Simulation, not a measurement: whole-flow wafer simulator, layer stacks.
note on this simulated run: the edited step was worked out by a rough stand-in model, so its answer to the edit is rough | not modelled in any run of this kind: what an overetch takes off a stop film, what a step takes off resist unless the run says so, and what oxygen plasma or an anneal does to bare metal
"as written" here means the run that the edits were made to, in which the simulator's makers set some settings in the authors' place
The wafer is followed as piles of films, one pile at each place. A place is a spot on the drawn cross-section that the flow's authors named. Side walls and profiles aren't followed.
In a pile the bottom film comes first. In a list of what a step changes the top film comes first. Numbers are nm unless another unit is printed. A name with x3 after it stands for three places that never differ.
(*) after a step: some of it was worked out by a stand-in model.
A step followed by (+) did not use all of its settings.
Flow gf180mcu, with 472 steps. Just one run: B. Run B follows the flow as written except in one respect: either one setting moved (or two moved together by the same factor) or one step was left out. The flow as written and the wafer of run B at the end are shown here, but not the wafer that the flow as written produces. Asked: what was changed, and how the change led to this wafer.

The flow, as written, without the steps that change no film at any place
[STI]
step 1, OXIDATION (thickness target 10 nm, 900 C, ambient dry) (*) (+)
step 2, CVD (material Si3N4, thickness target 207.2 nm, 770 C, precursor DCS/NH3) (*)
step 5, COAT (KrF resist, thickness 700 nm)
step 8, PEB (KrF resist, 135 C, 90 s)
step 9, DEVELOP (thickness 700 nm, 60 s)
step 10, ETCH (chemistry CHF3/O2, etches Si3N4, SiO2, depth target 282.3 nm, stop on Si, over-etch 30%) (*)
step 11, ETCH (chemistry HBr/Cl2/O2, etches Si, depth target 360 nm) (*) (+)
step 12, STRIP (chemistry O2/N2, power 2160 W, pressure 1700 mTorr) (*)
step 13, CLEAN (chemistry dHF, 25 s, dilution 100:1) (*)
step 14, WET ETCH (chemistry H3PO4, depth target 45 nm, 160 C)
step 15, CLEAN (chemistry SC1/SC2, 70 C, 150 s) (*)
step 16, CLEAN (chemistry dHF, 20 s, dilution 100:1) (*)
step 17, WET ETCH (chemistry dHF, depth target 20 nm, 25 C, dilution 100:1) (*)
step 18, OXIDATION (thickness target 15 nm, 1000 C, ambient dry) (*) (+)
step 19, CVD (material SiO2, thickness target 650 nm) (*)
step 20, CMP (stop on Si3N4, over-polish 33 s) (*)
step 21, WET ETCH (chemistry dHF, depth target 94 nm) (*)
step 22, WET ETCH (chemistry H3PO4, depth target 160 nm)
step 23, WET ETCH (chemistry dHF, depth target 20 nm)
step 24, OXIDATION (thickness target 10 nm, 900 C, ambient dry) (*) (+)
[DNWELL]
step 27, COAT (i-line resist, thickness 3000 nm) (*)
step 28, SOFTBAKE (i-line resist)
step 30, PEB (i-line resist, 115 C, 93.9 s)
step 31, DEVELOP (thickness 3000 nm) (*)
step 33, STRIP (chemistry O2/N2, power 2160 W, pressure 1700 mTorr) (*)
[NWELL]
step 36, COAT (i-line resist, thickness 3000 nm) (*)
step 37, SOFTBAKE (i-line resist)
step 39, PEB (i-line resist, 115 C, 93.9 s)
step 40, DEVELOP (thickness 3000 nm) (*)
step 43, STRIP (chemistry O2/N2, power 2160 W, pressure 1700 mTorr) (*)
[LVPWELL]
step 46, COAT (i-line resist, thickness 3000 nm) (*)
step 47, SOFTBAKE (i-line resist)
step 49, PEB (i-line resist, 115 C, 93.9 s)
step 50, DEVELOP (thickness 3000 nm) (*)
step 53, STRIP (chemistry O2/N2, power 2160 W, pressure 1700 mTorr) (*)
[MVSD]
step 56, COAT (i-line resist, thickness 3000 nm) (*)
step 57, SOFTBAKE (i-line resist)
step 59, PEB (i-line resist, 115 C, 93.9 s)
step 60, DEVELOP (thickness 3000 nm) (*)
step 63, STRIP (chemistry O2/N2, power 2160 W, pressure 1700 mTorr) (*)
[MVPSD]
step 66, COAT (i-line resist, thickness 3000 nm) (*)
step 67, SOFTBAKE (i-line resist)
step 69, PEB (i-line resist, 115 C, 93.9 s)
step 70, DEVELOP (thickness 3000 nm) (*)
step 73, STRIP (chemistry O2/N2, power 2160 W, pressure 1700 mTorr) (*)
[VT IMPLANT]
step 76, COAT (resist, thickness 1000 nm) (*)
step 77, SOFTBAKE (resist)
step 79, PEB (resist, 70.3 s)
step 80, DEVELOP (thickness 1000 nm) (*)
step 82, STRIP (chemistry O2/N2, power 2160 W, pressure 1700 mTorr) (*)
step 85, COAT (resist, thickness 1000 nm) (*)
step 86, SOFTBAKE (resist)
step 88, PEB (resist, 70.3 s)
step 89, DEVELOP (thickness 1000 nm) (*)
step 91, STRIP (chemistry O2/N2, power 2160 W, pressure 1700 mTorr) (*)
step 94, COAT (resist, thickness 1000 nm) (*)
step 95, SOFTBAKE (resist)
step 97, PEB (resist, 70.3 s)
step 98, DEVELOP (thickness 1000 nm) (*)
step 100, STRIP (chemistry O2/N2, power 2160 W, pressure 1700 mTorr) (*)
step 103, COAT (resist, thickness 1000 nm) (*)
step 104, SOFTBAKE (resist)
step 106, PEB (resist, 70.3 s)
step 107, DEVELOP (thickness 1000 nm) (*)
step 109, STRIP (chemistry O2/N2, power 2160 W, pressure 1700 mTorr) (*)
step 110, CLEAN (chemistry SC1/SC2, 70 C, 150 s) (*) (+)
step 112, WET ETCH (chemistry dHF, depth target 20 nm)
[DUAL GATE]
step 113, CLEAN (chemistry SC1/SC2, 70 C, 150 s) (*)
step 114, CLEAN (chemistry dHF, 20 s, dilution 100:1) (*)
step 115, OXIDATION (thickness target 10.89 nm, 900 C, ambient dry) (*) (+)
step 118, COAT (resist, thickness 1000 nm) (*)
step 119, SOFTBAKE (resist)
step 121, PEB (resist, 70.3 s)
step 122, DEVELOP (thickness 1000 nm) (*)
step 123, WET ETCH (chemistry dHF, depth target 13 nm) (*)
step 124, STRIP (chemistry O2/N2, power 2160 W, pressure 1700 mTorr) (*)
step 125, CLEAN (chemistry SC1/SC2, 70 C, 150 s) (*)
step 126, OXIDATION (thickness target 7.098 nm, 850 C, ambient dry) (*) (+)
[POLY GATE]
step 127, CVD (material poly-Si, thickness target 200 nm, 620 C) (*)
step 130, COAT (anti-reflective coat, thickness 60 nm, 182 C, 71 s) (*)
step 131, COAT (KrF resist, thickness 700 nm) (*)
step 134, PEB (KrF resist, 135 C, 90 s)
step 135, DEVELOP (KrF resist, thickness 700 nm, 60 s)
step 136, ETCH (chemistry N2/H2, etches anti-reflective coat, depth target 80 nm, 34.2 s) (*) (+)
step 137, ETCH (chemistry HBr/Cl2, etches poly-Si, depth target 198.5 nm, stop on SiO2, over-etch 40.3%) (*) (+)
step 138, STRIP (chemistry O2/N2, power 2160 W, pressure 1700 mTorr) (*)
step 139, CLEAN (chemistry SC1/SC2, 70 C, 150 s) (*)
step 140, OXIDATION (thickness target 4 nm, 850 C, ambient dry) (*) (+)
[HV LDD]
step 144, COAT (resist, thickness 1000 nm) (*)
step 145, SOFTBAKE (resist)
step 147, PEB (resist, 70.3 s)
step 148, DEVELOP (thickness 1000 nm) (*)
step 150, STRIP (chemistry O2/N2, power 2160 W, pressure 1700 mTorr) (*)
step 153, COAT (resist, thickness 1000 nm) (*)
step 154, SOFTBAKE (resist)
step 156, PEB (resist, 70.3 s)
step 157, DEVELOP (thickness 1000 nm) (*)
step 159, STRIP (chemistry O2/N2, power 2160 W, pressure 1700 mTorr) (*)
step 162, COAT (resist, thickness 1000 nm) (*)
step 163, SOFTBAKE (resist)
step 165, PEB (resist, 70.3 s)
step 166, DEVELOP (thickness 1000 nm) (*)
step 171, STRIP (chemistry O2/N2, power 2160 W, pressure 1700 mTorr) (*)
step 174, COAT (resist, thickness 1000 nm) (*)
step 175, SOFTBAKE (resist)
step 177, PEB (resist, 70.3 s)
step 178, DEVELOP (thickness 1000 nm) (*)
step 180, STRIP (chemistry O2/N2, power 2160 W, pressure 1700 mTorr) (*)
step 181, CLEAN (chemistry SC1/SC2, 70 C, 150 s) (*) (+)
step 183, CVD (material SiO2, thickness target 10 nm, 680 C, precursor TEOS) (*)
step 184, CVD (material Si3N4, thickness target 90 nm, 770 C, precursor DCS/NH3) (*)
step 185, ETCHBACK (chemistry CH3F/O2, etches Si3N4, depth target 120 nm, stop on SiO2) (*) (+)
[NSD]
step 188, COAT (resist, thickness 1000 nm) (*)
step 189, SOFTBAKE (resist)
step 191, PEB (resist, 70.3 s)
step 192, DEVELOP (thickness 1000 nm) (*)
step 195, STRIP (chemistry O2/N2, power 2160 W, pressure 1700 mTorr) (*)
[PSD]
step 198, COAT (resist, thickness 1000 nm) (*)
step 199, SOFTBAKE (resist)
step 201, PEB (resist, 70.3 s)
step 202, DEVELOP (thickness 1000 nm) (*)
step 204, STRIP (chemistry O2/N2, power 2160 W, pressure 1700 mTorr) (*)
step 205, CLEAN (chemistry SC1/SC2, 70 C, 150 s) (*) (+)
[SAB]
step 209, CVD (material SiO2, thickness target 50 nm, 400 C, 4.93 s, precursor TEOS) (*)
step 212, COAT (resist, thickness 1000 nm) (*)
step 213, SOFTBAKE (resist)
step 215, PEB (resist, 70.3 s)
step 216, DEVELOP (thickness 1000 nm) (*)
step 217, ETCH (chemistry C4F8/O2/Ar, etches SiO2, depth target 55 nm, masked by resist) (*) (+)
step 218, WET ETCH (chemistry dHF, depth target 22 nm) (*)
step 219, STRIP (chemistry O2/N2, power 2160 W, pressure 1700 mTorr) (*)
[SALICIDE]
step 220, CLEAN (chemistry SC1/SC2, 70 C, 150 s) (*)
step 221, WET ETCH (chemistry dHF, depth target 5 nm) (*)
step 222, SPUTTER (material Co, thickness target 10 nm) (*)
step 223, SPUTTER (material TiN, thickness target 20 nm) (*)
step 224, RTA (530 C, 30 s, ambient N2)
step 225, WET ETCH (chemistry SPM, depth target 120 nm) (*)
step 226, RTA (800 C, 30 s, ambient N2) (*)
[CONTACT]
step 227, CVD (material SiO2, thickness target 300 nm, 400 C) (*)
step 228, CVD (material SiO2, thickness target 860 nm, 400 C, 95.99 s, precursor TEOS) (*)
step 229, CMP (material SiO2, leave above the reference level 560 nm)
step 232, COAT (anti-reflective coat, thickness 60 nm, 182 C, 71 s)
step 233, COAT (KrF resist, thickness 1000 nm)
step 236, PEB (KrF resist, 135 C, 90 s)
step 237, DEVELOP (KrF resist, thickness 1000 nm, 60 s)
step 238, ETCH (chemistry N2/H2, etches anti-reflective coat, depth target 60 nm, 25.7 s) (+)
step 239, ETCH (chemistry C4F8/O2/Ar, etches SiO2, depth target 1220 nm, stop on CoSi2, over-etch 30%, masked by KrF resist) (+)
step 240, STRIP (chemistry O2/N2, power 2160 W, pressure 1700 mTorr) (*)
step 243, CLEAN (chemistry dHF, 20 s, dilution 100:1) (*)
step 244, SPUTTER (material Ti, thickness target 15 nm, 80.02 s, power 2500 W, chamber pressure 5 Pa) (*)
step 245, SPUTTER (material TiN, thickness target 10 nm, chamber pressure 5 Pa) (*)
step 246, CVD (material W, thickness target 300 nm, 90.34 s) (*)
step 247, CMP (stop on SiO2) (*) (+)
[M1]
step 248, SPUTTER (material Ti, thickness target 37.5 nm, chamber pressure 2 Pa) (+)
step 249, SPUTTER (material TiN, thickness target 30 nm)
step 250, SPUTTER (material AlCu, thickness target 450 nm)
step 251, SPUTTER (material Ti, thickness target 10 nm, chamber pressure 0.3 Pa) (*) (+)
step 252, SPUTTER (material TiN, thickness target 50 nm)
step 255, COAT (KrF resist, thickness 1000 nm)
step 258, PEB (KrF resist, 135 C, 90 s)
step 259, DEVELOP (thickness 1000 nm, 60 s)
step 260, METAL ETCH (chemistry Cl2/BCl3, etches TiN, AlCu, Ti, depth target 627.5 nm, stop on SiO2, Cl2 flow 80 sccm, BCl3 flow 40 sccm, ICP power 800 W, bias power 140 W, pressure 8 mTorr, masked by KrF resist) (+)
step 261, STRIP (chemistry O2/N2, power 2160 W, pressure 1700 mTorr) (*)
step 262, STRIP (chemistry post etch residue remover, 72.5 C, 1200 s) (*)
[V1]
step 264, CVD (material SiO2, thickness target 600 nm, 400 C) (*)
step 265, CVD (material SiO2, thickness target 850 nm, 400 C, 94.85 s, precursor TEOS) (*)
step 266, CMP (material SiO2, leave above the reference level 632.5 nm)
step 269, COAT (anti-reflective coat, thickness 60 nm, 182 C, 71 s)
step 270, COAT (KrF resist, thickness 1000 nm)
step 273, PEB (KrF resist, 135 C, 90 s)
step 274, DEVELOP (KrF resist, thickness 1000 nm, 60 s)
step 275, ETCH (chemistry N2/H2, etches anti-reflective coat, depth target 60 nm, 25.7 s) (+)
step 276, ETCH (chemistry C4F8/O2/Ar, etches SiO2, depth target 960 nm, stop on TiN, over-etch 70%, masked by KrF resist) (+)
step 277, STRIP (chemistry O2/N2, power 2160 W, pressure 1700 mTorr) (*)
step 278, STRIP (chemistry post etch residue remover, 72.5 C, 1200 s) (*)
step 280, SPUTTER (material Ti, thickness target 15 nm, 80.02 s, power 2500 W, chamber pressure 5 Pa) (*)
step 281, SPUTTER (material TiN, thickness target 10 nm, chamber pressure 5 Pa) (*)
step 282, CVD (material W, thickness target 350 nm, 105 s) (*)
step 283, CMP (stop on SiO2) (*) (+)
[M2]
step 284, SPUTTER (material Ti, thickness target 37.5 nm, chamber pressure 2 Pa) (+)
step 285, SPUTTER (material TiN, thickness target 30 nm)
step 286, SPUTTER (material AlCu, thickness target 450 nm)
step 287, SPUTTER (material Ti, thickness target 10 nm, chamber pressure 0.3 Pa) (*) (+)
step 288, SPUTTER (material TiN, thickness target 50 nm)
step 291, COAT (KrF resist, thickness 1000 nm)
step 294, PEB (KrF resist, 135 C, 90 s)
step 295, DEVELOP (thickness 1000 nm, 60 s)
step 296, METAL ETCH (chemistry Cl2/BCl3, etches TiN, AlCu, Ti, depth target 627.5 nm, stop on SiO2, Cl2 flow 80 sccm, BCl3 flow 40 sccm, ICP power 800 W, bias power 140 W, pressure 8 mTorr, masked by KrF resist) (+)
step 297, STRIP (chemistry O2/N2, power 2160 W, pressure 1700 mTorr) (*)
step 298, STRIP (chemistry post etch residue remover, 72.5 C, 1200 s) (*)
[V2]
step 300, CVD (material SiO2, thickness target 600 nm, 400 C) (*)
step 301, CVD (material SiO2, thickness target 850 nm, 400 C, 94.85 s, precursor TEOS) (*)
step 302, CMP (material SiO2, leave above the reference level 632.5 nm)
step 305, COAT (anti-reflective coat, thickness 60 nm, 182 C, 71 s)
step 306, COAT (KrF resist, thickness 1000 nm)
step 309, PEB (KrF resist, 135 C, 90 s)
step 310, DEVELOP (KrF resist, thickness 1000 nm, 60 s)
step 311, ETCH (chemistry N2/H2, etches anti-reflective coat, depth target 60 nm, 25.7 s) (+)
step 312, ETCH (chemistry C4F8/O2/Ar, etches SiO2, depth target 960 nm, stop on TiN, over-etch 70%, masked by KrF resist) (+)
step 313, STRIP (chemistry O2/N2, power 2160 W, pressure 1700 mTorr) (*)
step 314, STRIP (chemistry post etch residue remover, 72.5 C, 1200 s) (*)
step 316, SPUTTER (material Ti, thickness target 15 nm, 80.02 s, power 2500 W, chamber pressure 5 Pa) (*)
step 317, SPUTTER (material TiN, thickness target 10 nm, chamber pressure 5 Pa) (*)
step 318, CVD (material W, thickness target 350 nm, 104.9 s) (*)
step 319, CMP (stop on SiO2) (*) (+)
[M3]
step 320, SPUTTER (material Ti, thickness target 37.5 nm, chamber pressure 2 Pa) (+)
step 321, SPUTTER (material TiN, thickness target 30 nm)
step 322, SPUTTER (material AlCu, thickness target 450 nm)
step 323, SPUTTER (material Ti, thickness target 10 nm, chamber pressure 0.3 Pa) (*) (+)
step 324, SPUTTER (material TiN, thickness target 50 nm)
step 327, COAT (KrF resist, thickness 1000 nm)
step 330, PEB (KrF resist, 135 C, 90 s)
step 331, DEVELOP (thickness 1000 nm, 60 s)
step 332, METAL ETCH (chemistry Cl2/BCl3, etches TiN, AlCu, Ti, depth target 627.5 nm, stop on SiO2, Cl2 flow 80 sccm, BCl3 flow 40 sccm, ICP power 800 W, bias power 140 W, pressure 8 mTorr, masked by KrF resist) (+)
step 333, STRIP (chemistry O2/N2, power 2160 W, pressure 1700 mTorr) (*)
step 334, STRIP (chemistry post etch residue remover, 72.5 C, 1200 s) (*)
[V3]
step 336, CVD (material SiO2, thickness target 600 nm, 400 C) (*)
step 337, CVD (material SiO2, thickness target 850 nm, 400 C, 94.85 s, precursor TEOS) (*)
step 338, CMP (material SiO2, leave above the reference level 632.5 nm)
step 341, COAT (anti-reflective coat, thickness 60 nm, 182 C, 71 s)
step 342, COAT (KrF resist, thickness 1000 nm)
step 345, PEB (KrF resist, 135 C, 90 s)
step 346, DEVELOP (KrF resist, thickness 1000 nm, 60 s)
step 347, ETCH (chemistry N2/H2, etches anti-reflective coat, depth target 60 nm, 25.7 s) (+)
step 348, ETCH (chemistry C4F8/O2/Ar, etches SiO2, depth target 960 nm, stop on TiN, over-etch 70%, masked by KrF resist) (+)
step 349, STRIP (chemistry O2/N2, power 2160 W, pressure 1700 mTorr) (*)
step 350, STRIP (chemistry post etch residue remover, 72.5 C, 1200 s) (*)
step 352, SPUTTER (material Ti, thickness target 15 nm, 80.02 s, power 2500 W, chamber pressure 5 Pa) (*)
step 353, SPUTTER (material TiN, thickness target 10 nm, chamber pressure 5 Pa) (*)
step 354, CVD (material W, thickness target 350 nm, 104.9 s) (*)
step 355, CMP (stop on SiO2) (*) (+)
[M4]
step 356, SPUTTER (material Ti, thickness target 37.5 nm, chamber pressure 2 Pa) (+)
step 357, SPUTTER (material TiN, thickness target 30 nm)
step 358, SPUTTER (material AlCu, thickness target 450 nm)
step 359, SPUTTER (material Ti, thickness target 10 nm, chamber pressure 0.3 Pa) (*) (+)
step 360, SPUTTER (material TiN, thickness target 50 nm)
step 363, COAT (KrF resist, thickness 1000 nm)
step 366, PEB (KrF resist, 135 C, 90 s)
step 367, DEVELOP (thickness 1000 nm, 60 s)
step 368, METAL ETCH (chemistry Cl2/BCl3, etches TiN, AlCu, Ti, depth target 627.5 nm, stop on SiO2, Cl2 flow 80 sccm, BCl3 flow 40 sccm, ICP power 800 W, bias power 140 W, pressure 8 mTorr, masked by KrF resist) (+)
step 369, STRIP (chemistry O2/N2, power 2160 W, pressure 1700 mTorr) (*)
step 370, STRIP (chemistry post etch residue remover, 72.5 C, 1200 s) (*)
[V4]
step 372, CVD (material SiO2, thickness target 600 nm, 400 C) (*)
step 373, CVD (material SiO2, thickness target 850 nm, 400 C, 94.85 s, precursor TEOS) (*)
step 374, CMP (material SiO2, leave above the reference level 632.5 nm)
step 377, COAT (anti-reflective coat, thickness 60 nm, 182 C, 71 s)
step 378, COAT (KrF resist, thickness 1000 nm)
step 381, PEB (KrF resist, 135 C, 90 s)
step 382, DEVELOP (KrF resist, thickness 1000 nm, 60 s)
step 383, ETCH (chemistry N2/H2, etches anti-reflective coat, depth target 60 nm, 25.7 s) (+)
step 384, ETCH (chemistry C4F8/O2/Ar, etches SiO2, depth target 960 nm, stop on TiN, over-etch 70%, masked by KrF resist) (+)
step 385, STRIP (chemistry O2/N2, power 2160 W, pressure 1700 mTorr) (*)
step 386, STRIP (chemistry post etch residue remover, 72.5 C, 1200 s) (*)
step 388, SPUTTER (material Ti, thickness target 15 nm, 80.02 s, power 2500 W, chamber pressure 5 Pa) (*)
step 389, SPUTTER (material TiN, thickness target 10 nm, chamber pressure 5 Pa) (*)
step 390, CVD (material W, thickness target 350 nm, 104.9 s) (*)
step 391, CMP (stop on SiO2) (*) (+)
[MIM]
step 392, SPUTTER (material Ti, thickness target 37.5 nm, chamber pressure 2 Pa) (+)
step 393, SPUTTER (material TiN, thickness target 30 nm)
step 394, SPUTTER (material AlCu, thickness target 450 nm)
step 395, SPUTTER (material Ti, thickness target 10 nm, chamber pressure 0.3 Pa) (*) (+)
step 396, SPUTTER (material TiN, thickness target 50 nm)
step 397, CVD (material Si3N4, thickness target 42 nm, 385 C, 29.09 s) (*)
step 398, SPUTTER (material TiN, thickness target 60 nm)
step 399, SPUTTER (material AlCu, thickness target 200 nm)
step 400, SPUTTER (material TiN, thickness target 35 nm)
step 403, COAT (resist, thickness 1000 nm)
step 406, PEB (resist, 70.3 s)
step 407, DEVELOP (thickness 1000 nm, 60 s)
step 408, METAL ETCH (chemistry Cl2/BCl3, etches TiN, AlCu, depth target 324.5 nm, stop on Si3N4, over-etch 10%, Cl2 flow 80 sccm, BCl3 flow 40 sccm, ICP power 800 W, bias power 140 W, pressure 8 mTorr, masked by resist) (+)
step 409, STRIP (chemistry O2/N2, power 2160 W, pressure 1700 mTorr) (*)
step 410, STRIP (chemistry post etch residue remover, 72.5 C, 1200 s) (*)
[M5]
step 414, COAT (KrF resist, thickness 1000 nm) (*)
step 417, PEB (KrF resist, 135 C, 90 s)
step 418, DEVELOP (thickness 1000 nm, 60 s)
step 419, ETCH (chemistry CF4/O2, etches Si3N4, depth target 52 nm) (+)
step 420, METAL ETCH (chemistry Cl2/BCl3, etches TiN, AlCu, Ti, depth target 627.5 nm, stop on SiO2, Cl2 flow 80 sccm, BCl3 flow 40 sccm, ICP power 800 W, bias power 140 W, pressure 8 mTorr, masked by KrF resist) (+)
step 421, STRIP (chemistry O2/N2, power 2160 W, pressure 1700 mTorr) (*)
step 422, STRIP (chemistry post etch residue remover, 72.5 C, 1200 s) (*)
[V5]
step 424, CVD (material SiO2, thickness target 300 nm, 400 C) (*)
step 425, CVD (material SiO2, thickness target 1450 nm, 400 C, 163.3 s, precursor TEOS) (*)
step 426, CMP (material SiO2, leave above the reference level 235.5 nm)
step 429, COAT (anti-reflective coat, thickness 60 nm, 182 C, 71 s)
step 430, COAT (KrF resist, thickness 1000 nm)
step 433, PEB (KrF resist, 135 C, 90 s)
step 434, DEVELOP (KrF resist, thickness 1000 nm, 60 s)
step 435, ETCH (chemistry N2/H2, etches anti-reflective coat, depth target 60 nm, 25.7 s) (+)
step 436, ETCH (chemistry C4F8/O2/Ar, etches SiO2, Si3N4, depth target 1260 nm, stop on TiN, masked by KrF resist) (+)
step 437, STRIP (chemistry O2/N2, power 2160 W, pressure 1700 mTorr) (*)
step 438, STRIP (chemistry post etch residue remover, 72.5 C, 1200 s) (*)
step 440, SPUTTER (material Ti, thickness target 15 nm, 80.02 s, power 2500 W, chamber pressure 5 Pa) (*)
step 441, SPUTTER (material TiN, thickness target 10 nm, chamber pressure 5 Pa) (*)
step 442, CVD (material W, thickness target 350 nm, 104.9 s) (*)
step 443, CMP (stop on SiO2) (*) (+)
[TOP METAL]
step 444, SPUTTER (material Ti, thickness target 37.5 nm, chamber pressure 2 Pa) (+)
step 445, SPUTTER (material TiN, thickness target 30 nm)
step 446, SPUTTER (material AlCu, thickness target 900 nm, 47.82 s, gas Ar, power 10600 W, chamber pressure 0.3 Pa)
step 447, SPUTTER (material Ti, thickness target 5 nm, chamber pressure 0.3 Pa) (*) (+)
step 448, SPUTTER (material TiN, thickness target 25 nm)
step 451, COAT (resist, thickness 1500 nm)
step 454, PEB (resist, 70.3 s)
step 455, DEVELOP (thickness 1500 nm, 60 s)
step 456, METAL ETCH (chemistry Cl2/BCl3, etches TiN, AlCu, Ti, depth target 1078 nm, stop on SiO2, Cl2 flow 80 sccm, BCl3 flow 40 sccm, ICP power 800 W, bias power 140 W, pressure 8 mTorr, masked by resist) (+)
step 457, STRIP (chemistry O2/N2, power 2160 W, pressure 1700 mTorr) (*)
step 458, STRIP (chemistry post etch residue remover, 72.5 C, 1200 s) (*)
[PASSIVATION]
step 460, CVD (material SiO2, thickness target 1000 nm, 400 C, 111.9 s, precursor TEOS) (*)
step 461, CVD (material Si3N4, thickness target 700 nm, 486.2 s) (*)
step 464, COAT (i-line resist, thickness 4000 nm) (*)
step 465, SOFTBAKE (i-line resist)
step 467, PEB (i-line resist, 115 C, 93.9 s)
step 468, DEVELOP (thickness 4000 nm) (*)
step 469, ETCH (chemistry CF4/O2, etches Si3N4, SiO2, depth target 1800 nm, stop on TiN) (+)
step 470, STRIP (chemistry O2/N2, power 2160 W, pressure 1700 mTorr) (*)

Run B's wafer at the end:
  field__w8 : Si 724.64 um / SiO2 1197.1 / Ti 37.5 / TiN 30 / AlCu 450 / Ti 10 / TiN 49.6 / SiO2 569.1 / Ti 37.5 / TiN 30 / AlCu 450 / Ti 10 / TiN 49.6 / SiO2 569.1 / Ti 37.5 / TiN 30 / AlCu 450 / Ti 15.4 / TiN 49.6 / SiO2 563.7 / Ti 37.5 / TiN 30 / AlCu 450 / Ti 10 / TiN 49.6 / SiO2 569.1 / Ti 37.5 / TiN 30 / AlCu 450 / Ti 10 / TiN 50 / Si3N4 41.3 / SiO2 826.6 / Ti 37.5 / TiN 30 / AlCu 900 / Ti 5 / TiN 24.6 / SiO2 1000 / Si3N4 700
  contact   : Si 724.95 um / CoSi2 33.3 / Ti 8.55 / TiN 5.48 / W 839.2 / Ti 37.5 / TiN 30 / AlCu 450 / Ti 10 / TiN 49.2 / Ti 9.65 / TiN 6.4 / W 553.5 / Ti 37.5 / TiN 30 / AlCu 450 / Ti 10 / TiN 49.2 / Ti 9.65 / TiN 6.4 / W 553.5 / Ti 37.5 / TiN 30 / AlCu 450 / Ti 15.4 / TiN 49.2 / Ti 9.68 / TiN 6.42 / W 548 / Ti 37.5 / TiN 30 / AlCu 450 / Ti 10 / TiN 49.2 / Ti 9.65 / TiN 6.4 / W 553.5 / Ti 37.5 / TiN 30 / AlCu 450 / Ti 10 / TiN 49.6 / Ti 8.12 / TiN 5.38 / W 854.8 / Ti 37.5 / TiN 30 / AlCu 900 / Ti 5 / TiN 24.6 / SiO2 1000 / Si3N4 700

Cause: step 323, SPUTTER: thickness target 15.4 nm was run, whereas the flow has thickness target 10 nm.
The wafer lets one read it off: field__w8 has Ti 15.4, and step 323 as written asks for 10 nm.

How this came from the change, step by step:
  step 323, SPUTTER (material Ti, thickness target 10 nm, chamber pressure 0.3 Pa) (*) (+)
      field, field__w1, field__w2 and 108 more: Ti gains 15.4 (new film) (as written it would have been: Ti gains 10 (new film))
  step 332, METAL ETCH (chemistry Cl2/BCl3, etches TiN, AlCu, Ti, depth target 627.5 nm, stop on SiO2, Cl2 flow 80 sccm, BCl3 flow 40 sccm, ICP power 800 W, bias power 140 W, pressure 8 mTorr, masked by KrF resist) (+)
      field, field__w1, field__w2 and 103 more: TiN loses 50 (all of it), Ti loses 15.4 (all of it), AlCu loses 450 (all of it), TiN loses 30 (all of it), Ti loses 37.5 (all of it) (as written it would have been: TiN loses 50 (all of it), Ti loses 10 (all of it), AlCu loses 450 (all of it), TiN loses 30 (all of it), Ti loses 37.5 (all of it))
